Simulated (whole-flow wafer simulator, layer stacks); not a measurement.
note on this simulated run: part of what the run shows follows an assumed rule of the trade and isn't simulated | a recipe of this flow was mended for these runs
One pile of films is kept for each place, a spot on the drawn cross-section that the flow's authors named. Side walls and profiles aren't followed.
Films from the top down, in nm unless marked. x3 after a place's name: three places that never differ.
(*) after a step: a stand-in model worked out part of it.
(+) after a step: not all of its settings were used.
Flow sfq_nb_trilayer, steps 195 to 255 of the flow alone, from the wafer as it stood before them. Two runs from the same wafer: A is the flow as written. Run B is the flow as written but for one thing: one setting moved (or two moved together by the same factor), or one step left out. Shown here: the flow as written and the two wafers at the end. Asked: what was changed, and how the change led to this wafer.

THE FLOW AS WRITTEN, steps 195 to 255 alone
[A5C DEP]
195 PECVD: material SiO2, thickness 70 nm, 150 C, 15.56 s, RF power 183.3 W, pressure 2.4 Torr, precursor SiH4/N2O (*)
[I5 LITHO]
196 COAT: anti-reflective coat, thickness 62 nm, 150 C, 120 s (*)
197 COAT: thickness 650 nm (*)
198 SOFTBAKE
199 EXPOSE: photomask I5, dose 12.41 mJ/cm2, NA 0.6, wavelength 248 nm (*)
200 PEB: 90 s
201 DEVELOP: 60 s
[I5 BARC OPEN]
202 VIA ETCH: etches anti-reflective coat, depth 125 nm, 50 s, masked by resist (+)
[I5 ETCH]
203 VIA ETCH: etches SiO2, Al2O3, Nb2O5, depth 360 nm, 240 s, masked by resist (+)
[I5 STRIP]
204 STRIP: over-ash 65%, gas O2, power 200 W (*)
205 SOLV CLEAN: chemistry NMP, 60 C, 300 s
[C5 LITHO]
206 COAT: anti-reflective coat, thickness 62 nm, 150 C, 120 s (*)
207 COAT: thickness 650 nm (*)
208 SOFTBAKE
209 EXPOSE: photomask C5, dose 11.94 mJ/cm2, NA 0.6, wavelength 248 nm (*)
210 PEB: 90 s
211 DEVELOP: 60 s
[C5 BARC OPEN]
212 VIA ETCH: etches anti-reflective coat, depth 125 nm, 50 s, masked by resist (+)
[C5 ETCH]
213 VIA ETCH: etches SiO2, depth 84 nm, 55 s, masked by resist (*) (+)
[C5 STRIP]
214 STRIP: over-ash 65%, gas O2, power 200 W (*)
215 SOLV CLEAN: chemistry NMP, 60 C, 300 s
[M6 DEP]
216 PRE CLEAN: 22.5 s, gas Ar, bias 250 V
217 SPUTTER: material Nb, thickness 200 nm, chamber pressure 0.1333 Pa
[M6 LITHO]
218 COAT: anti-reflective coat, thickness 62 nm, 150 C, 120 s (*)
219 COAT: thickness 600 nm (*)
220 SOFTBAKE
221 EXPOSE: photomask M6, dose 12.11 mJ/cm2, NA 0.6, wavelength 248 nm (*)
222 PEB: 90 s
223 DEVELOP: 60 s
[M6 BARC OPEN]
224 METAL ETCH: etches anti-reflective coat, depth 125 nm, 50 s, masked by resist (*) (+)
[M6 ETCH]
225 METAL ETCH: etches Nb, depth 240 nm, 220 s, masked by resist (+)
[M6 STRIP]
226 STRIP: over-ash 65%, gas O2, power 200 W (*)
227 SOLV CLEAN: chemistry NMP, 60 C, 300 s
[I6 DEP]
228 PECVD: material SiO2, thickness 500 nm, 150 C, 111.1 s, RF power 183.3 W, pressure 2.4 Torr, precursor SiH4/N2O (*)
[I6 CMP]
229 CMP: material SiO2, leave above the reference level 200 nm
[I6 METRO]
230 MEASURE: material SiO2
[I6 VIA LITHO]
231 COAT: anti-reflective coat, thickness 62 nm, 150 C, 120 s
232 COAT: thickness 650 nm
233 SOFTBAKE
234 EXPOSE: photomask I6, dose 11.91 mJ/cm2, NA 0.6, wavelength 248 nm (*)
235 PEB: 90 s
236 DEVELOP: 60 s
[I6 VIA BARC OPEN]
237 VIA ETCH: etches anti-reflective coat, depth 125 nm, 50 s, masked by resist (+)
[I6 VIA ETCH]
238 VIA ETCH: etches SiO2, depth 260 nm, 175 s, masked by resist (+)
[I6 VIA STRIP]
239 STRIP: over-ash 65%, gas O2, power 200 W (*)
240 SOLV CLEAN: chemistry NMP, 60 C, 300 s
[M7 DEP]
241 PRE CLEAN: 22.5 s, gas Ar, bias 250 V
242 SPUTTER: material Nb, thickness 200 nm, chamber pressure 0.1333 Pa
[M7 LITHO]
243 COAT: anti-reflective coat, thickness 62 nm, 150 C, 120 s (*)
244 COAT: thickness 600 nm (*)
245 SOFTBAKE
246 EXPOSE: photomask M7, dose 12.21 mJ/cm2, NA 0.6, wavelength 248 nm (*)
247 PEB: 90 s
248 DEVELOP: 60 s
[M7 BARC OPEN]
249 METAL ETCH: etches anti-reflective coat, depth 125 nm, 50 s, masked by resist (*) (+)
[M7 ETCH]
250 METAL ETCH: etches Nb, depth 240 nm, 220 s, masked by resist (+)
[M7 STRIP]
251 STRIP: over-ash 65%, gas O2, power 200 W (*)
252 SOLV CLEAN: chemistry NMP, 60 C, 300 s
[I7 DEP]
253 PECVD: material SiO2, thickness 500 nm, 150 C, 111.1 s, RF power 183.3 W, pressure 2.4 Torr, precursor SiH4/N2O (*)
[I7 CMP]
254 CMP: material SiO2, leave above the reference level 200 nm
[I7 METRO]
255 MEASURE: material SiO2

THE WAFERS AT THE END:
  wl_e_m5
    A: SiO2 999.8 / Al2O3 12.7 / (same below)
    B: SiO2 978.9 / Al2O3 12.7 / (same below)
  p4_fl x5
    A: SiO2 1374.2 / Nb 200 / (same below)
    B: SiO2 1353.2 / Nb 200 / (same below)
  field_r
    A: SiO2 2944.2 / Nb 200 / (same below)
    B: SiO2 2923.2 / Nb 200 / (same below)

The cause: step 195, PECVD: 10.89 s was run, where the flow has 15.56 s.

How the change led to this, step by step:
  195 PECVD: material SiO2, thickness 70 nm, 150 C, 15.56 s, RF power 183.3 W, pressure 2.4 Torr, precursor SiH4/N2O (*)
      field_l, v_sur, via_wl and 92 more: A SiO2 +70 | B SiO2 +49
      ce_l, c5j, ce_r and 8 more: A SiO2 +70 (new film) | B SiO2 +49 (new film)
  196 COAT: anti-reflective coat, thickness 62 nm, 150 C, 120 s (*)
      r5r_line_l, r5r_line_c, r5r_line_r: A anti-reflective coat +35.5 (new film) | B anti-reflective coat +34.7 (new film)
  203 VIA ETCH: etches SiO2, Al2O3, Nb2O5, depth 360 nm, 240 s, masked by resist (+)
      be: A SiO2 -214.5 (all of it), Al2O3 -12.7 (all of it), Nb2O5 -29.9 (all of it), Nb -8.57 | B SiO2 -193.6 (all of it), Al2O3 -12.7 (all of it), Nb2O5 -29.9 (all of it), Nb -10.3
  204 STRIP: over-ash 65%, gas O2, power 200 W (*)
      r5r_line_l, r5r_line_c, r5r_line_r: A KrF-resist-other-grade -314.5 (all of it), anti-reflective coat -35.5 (all of it) | B KrF-resist-other-grade -314.5 (all of it), anti-reflective coat -34.7 (all of it)
  206 COAT: anti-reflective coat, thickness 62 nm, 150 C, 120 s (*)
      r5r_line_l, r5r_line_c, r5r_line_r: A anti-reflective coat +35.5 (new film) | B anti-reflective coat +34.7 (new film)
      be: A anti-reflective coat +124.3 (new film) | B anti-reflective coat +121.5 (new film)
  213 VIA ETCH: etches SiO2, depth 84 nm, 55 s, masked by resist (*) (+)
      c5j: A SiO2 -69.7 (all of it), Nb -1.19 | B SiO2 -48.8 (all of it), Nb -2.94
      res: A SiO2 -69.7 (all of it), Ti -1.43 | B SiO2 -48.7 (all of it), Ti -3.53
  214 STRIP: over-ash 65%, gas O2, power 200 W (*)
      r5r_line_l, r5r_line_c, r5r_line_r: A KrF-resist-other-grade -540 (all of it), anti-reflective coat -35.5 (all of it) | B KrF-resist-other-grade -540 (all of it), anti-reflective coat -34.7 (all of it)
      be: A KrF-resist-other-grade -705.8 (all of it), anti-reflective coat -124.3 (all of it) | B KrF-resist-other-grade -691.7 (all of it), anti-reflective coat -121.5 (all of it)
  217 SPUTTER: material Nb, thickness 200 nm, chamber pressure 0.1333 Pa
      be: A Nb +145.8 | B Nb +150.1
      c5j: A Nb +188.4 | B Nb +194.1
  218 COAT: anti-reflective coat, thickness 62 nm, 150 C, 120 s (*)
      be: A anti-reflective coat +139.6 (new film) | B anti-reflective coat +135.9 (new film)
      jj_sur: A anti-reflective coat +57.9 (new film) | B anti-reflective coat +61 (new film)
      (and at 7 more places)
  219 COAT: thickness 600 nm (*)
      be: A KrF-resist-other-grade +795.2 (new film) | B KrF-resist-other-grade +778.8 (new film)
  226 STRIP: over-ash 65%, gas O2, power 200 W (*)
      be: A KrF-resist-other-grade -559.4 (all of it), anti-reflective coat -139.6 (all of it) | B KrF-resist-other-grade -543 (all of it), anti-reflective coat -135.9 (all of it)
      jj_sur: A KrF-resist-other-grade -361.7 (all of it), anti-reflective coat -57.9 (all of it) | B KrF-resist-other-grade -360.8 (all of it), anti-reflective coat -61 (all of it)
      (and at 7 more places)
  228 PECVD: material SiO2, thickness 500 nm, 150 C, 111.1 s, RF power 183.3 W, pressure 2.4 Torr, precursor SiH4/N2O (*)
      be: A SiO2 +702 (new film) | B SiO2 +678.4 (new film)
      c5j: A SiO2 +514.7 (new film) | B SiO2 +500 (new film)
  229 CMP: material SiO2, leave above the reference level 200 nm
      c5j: A SiO2 -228 | B SiO2 -238.2
      res: A SiO2 -279.3 | B SiO2 -301.9
